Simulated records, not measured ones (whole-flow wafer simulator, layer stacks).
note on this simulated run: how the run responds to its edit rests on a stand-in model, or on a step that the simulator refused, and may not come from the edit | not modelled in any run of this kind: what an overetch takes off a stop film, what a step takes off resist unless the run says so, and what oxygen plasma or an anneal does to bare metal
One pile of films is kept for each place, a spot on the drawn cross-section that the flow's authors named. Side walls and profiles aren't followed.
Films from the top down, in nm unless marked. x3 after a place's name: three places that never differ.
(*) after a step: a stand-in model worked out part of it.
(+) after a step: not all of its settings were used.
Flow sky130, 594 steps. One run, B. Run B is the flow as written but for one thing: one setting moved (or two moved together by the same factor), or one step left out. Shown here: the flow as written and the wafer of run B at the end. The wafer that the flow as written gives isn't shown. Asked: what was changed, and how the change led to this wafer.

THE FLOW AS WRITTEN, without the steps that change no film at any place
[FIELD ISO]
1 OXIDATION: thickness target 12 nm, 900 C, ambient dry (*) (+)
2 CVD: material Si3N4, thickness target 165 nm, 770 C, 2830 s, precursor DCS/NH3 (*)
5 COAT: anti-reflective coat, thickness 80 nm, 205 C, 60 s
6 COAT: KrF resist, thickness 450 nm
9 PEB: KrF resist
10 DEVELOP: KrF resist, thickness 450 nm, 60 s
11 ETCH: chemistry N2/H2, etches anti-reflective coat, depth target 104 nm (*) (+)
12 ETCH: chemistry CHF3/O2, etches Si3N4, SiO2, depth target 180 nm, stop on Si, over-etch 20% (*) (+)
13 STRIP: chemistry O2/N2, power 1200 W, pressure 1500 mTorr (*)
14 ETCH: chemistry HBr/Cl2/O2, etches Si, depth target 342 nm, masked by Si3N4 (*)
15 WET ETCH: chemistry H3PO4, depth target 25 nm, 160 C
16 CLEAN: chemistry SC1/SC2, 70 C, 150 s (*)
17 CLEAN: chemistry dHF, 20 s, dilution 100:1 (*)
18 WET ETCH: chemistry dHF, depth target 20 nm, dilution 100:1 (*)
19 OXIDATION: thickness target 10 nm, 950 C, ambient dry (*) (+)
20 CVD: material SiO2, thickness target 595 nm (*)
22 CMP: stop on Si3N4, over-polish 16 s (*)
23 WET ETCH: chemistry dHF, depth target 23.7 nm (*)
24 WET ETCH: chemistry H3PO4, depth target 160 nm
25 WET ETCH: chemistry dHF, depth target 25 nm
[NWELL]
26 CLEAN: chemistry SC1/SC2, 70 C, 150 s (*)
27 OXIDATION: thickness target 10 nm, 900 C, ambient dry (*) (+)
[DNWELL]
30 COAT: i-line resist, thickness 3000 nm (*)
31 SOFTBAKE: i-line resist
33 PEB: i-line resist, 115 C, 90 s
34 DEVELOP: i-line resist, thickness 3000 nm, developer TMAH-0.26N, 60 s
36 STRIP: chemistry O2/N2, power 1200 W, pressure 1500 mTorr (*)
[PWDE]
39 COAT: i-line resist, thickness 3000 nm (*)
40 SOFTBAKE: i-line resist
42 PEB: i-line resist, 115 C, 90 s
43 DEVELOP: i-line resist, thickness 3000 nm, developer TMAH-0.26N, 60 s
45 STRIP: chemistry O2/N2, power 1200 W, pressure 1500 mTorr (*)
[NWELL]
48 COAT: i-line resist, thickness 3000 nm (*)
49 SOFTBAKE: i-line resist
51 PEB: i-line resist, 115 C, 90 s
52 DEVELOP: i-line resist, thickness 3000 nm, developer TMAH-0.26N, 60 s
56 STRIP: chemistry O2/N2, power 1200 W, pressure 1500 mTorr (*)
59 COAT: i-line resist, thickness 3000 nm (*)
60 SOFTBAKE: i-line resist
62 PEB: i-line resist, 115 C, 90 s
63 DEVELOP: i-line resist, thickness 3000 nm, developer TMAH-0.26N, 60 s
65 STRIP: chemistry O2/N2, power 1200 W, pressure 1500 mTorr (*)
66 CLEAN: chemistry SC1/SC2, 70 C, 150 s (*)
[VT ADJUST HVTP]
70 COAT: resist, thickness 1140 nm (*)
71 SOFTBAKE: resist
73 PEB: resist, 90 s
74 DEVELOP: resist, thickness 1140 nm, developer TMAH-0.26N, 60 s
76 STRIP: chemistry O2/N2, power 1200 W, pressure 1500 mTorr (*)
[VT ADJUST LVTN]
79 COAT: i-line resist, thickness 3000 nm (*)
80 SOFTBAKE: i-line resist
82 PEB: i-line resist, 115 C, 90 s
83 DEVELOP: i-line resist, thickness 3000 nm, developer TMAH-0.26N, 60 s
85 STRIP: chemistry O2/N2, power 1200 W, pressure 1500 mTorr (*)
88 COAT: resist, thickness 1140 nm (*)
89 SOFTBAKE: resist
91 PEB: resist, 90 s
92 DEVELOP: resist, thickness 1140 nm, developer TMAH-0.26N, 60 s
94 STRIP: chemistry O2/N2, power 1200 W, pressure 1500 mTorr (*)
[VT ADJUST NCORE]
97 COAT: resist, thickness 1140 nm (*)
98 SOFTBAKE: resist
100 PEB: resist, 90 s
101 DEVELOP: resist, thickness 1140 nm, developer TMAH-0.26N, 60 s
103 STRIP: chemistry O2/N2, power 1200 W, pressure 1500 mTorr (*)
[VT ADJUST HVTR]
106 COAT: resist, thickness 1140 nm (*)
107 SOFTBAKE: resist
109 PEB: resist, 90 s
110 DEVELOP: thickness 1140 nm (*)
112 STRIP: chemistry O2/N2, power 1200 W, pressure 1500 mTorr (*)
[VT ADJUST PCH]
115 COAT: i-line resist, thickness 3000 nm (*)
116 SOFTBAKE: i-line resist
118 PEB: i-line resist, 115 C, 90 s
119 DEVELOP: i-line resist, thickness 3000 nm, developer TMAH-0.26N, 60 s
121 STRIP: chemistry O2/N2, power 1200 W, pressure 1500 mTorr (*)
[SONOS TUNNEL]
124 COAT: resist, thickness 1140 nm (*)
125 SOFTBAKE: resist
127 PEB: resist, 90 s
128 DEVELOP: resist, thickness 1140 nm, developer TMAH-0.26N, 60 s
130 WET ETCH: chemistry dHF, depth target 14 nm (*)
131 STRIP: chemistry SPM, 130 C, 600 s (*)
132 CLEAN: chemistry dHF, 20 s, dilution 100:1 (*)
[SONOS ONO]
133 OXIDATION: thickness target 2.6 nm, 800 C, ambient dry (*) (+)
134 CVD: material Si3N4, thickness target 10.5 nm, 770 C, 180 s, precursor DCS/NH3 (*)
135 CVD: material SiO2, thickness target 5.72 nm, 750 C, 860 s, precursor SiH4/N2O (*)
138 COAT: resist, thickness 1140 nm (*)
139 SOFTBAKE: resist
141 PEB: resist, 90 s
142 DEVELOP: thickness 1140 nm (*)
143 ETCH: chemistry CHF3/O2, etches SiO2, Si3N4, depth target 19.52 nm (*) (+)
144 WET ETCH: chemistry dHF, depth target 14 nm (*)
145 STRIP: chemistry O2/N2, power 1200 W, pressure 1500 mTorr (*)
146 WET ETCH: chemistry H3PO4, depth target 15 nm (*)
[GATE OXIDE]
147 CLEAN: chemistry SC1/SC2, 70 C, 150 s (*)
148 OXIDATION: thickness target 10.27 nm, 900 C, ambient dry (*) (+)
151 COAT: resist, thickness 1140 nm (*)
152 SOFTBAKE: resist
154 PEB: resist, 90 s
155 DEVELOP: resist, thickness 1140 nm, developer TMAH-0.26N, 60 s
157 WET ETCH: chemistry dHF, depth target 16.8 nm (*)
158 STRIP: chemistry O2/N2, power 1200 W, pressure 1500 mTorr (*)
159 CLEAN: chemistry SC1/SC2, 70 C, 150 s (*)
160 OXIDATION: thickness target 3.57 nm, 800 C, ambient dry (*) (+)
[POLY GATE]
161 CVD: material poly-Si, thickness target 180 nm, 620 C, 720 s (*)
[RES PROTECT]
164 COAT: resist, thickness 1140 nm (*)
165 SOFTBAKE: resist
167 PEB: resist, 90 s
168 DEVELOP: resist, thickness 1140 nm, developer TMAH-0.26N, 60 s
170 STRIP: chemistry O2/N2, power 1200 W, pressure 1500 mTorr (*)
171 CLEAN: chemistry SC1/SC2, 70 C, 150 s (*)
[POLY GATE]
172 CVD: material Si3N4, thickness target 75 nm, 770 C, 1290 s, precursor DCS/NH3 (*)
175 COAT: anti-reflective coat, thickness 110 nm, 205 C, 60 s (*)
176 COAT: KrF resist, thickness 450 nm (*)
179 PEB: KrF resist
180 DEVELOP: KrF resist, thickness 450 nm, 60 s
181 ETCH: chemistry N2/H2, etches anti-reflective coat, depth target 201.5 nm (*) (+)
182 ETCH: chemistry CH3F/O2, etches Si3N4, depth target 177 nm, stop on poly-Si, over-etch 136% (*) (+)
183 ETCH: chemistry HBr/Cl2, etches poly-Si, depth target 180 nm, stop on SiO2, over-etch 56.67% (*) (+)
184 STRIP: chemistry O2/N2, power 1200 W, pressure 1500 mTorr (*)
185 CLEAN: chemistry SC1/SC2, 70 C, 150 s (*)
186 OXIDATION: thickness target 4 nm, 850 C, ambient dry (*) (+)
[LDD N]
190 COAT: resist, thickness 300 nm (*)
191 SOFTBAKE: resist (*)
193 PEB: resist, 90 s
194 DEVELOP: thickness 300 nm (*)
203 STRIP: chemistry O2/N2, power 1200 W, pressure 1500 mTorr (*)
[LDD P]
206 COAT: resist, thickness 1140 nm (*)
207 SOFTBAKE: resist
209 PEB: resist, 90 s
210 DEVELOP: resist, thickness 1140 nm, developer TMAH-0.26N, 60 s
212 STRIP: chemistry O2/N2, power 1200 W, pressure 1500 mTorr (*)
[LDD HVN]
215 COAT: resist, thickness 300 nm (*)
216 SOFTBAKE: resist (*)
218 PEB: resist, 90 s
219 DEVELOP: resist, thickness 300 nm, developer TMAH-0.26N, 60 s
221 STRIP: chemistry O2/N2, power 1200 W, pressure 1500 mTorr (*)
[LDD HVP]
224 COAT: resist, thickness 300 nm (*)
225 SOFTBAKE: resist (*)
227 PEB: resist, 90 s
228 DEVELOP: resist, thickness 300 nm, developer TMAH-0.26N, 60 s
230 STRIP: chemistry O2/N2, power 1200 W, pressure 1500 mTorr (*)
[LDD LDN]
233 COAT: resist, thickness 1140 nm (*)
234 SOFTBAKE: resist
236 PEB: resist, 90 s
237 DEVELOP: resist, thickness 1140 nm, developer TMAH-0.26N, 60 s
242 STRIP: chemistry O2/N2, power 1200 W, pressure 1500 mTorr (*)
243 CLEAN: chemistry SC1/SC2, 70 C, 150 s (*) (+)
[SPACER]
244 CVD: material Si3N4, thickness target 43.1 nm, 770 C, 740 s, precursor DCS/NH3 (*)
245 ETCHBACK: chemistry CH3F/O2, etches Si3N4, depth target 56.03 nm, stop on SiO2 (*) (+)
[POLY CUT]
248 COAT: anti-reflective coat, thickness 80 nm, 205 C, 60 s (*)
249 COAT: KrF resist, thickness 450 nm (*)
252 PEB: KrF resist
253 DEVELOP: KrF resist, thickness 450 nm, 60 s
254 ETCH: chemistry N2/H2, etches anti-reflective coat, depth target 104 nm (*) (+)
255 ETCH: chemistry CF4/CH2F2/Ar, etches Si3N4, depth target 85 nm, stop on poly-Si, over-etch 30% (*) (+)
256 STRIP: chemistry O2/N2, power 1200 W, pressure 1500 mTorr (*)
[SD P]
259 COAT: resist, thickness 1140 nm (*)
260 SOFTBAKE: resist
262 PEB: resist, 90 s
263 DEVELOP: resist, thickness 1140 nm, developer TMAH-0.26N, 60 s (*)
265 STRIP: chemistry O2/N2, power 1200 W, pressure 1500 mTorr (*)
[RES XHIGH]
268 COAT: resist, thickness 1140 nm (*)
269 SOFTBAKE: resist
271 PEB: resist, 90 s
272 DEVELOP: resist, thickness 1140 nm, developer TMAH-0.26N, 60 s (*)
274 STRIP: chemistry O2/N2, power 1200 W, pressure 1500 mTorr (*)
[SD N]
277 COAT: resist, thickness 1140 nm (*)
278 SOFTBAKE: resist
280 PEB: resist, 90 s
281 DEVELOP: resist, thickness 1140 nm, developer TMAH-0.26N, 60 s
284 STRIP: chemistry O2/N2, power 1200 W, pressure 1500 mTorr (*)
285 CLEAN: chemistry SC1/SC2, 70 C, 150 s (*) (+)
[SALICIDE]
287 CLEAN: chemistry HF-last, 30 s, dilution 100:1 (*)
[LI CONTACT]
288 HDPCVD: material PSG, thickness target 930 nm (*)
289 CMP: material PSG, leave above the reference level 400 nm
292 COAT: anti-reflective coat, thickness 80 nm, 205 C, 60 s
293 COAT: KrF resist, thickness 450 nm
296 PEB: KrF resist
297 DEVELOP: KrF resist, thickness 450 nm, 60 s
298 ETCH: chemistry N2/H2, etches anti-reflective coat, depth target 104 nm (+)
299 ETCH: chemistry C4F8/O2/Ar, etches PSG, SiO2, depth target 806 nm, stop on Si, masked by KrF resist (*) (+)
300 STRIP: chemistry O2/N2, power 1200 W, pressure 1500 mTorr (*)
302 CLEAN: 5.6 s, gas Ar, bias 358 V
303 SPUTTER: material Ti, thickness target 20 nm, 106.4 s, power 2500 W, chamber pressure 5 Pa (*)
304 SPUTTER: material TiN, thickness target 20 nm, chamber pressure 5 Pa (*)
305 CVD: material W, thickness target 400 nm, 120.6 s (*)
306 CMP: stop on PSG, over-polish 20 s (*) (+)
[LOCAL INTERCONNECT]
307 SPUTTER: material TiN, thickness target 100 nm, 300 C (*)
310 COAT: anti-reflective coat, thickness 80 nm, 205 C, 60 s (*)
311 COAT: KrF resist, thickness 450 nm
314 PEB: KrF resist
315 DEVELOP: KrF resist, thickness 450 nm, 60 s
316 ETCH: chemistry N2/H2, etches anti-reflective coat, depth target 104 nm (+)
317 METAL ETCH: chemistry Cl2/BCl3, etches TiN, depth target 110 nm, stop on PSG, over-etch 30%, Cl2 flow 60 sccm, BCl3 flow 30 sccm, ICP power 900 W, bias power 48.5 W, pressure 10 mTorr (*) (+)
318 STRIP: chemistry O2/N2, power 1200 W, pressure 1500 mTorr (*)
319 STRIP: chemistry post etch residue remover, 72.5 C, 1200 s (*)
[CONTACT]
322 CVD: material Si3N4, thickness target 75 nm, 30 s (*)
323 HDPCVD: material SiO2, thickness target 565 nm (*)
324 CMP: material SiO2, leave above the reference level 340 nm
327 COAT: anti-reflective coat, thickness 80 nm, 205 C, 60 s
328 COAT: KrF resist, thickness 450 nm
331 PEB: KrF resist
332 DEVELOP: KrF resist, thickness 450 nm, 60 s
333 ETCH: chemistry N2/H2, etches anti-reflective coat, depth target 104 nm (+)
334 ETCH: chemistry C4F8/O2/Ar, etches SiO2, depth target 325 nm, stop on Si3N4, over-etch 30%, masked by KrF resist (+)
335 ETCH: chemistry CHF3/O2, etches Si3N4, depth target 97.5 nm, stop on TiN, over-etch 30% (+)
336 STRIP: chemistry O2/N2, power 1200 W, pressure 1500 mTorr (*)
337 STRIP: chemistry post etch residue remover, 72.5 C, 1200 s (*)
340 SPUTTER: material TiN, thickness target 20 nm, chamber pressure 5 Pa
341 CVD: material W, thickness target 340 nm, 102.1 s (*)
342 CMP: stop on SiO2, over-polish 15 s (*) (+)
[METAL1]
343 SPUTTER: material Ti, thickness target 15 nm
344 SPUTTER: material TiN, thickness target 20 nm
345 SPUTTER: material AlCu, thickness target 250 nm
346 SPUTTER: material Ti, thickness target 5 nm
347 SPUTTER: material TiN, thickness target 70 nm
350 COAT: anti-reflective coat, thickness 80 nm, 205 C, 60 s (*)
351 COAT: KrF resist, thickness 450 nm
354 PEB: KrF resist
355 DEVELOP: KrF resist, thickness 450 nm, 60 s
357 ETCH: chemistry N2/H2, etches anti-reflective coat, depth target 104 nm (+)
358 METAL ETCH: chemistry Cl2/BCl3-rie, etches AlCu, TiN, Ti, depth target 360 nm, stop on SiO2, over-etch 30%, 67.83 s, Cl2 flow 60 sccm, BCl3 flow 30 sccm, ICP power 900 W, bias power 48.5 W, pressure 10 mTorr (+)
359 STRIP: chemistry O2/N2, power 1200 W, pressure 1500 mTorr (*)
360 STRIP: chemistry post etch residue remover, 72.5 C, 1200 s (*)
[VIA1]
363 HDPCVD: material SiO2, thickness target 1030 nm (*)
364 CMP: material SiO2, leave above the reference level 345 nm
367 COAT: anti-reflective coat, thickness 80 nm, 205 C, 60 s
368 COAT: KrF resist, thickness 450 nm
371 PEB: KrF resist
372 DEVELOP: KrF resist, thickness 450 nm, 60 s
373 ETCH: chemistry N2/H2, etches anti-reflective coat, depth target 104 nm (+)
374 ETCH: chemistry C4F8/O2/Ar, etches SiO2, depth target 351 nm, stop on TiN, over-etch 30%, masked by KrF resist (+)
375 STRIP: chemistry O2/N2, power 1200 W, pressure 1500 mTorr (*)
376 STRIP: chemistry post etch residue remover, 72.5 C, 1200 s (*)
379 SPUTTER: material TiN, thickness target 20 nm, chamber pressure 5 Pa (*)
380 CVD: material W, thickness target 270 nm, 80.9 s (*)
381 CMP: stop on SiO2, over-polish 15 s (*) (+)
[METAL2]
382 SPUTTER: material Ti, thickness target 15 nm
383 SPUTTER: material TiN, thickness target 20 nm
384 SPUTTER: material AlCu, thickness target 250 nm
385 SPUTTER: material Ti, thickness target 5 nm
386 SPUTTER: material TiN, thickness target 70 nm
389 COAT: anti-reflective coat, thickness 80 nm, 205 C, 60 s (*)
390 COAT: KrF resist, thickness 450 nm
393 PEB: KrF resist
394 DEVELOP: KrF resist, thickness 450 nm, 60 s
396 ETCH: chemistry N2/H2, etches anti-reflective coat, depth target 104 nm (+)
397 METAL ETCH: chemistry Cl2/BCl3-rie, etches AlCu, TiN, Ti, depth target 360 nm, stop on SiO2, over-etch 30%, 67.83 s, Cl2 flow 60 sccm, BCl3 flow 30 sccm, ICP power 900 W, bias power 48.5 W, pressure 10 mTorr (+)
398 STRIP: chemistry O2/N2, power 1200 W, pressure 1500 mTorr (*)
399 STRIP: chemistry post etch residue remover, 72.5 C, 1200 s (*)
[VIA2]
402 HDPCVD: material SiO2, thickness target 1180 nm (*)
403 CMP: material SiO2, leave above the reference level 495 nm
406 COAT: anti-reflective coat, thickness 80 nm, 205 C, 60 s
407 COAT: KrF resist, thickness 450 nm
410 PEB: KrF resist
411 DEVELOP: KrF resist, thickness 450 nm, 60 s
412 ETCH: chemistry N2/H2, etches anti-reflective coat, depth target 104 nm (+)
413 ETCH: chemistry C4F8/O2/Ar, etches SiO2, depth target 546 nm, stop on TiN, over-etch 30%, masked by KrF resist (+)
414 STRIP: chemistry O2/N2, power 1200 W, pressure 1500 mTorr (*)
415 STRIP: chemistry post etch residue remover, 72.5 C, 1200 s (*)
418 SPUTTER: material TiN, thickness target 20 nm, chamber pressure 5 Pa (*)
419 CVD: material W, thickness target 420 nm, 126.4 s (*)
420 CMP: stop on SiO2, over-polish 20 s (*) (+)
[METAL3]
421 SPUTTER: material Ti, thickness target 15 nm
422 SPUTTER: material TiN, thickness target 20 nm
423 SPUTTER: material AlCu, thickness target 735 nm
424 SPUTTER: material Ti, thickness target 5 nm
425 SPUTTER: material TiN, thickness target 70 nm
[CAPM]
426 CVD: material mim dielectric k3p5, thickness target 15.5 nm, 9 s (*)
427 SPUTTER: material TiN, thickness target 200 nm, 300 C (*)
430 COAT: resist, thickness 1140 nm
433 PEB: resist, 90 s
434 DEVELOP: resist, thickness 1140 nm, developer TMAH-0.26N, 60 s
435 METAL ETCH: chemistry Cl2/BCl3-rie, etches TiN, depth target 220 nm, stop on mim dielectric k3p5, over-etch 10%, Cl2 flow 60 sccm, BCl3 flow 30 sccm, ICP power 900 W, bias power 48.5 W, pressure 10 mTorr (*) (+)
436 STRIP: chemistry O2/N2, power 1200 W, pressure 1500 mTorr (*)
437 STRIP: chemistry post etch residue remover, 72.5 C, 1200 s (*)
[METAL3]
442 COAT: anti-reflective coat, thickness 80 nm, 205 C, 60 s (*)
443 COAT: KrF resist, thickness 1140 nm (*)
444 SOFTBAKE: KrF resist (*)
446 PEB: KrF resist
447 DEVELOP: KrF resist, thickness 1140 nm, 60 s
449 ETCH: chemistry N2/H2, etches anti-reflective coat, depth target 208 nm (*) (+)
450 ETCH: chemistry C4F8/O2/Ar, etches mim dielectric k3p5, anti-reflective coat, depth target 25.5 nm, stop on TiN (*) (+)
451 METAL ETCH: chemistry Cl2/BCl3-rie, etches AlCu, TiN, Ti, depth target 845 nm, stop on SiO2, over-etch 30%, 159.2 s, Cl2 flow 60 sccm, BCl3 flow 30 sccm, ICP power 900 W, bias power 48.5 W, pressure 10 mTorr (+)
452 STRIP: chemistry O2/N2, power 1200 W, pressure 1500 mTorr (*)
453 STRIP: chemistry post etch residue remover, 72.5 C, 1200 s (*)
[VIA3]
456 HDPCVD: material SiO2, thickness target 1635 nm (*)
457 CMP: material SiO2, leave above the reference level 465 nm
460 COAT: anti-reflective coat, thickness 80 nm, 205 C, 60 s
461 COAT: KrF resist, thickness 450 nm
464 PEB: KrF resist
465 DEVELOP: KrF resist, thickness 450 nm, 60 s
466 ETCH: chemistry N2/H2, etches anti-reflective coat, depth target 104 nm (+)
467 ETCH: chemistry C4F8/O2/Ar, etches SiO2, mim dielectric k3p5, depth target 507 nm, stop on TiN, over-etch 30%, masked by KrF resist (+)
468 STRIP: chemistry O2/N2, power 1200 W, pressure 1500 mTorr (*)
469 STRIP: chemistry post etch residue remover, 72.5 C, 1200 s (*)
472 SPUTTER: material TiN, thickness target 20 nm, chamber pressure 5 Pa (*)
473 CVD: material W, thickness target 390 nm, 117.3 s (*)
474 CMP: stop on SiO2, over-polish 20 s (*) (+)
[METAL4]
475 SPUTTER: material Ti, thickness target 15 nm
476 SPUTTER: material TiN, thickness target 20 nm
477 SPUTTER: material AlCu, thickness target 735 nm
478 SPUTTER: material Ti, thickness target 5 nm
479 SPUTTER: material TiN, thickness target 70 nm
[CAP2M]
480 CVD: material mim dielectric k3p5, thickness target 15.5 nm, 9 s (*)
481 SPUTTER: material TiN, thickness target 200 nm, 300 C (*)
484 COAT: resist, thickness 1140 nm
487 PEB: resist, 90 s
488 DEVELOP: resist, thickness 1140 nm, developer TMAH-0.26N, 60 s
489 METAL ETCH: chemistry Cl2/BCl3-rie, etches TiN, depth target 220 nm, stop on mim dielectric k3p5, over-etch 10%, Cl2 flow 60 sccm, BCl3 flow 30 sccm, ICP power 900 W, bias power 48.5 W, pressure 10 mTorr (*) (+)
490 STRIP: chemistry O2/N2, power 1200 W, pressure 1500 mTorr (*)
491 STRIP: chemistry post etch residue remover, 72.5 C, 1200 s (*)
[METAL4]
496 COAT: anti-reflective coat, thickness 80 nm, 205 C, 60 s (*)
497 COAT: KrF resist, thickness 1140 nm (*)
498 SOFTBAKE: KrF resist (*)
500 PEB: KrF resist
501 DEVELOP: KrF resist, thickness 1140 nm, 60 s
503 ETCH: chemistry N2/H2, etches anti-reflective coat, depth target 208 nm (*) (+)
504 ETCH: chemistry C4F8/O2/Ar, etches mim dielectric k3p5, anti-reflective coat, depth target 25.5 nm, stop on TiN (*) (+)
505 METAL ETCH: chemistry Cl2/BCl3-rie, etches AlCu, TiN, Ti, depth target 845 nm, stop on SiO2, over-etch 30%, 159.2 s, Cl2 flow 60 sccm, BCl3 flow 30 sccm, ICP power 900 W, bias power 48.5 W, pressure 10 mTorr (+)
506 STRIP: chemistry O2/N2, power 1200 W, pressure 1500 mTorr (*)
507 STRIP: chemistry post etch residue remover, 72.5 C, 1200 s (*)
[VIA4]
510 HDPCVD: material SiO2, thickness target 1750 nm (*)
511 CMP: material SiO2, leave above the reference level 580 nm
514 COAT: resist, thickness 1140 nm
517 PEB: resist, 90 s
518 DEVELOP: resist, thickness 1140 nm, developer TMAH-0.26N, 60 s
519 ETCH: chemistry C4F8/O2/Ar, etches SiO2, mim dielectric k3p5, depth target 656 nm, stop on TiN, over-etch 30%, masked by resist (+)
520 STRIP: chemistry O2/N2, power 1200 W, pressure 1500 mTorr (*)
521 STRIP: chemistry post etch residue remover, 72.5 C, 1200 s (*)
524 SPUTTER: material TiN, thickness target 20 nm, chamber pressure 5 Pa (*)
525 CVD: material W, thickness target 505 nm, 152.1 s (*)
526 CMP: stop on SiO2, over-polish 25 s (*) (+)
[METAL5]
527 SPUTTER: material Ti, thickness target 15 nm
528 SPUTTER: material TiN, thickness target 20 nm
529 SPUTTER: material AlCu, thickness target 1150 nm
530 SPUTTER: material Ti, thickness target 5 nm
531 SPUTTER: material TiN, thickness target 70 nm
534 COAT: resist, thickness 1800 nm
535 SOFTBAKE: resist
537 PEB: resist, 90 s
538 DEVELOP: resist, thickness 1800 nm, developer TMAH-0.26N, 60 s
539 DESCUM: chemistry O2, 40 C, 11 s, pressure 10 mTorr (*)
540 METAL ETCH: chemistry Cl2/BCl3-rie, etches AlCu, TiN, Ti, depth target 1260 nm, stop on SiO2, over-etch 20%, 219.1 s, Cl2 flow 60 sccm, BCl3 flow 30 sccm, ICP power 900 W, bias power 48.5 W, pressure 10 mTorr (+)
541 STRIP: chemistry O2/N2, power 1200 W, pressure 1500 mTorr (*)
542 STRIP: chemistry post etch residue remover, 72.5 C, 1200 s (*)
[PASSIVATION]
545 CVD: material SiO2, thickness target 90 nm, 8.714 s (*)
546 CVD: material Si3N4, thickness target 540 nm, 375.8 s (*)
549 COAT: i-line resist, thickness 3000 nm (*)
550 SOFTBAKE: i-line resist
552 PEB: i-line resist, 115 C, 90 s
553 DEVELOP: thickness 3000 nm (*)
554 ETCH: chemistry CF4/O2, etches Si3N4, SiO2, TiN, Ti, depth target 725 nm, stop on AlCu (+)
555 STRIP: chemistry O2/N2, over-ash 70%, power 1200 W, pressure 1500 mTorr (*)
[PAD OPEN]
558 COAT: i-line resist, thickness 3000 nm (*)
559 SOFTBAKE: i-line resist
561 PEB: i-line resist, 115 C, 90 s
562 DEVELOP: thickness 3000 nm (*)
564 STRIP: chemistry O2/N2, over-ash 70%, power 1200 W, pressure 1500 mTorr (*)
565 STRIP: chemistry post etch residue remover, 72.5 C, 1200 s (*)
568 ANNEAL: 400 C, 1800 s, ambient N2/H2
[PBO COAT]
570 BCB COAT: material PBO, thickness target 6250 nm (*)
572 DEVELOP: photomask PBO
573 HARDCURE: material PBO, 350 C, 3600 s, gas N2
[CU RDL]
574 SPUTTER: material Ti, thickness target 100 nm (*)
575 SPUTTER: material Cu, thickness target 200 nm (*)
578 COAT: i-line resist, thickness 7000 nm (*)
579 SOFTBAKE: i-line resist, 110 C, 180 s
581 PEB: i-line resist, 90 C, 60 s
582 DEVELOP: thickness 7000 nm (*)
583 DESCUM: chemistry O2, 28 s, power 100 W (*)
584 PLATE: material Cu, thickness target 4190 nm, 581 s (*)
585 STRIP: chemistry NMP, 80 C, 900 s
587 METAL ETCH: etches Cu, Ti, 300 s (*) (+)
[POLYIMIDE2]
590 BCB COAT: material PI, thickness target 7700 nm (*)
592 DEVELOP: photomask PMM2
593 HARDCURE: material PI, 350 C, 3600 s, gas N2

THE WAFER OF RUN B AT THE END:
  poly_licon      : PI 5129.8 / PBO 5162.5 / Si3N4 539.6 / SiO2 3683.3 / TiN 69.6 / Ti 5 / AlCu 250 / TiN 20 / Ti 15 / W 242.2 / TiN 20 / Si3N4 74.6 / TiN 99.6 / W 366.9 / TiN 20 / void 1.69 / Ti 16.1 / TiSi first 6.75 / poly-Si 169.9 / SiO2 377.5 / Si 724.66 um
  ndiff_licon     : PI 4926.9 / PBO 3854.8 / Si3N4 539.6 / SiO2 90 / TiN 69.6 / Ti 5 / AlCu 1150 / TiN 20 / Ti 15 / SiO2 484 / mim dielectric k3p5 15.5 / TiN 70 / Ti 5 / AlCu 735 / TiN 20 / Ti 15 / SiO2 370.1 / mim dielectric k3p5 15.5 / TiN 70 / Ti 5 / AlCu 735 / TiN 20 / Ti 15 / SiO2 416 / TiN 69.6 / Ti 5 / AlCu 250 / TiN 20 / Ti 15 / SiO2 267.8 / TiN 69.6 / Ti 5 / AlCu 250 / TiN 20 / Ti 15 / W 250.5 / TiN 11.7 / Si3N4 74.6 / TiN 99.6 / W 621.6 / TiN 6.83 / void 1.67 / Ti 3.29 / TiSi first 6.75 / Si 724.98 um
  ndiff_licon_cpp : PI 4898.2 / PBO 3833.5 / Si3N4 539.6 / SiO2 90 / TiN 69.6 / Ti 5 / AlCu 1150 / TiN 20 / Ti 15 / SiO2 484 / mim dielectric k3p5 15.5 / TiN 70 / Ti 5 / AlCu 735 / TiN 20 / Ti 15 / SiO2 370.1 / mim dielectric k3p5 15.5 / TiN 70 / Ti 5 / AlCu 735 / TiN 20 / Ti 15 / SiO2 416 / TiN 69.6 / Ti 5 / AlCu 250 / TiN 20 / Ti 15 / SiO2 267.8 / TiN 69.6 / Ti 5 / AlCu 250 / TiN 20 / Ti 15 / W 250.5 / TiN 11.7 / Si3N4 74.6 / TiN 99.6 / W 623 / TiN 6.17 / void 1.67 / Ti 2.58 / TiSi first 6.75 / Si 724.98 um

The cause: step 335, ETCH: chemistry CHF3/O2, etches Si3N4, depth target 97.5 nm, stop on TiN, over-etch 30% (+), was left out.

How the change led to this, step by step:
  336 STRIP: chemistry O2/N2, power 1200 W, pressure 1500 mTorr (*)
      field, active, n_well and 184 more: KrF resist -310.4 (all of it), anti-reflective coat -80 (all of it) (as written it would be: KrF resist -225.6 (all of it), anti-reflective coat -80 (all of it))
  340 SPUTTER: material TiN, thickness target 20 nm, chamber pressure 5 Pa
      ndiff_licon, ndiff_licon_cpp, rpo_hd_licon: TiN +11.7 (new film) (as written it would be: TiN +10.4)
      poly_licon: TiN +20 (new film) (as written it would be: TiN +20)
  341 CVD: material W, thickness target 340 nm, 102.1 s (*)
      ndiff_licon, ndiff_licon_cpp, rpo_hd_licon: W +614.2 (new film) (as written it would be: W +690.5 (new film))
  342 CMP: stop on SiO2, over-polish 15 s (*) (+)
      poly_licon: W -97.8 (as written it would be: W -22.8)
Counting metal films that touch as one body, poly_licon has 3 bodies (between them, from the top down: Si3N4 74.6; void 1.69); the flow as written gives 2 bodies (between them, from the top down: void 1.69).
Counting metal films that touch as one body, ndiff_licon has 7 bodies (between them, from the top down: SiO2 484 / mim dielectric k3p5 15.5; SiO2 370.1 / mim dielectric k3p5 15.5; SiO2 416; SiO2 267.8; Si3N4 74.6; void 1.67); the flow as written gives 6 bodies (between them, from the top down: SiO2 484 / mim dielectric k3p5 15.5; SiO2 370.1 / mim dielectric k3p5 15.5; SiO2 416; SiO2 267.8; void 1.67).
Counting metal films that touch as one body, ndiff_licon_cpp has 7 bodies (between them, from the top down: SiO2 484 / mim dielectric k3p5 15.5; SiO2 370.1 / mim dielectric k3p5 15.5; SiO2 416; SiO2 267.8; Si3N4 74.6; void 1.67); the flow as written gives 6 bodies (between them, from the top down: SiO2 484 / mim dielectric k3p5 15.5; SiO2 370.1 / mim dielectric k3p5 15.5; SiO2 416; SiO2 267.8; void 1.67).
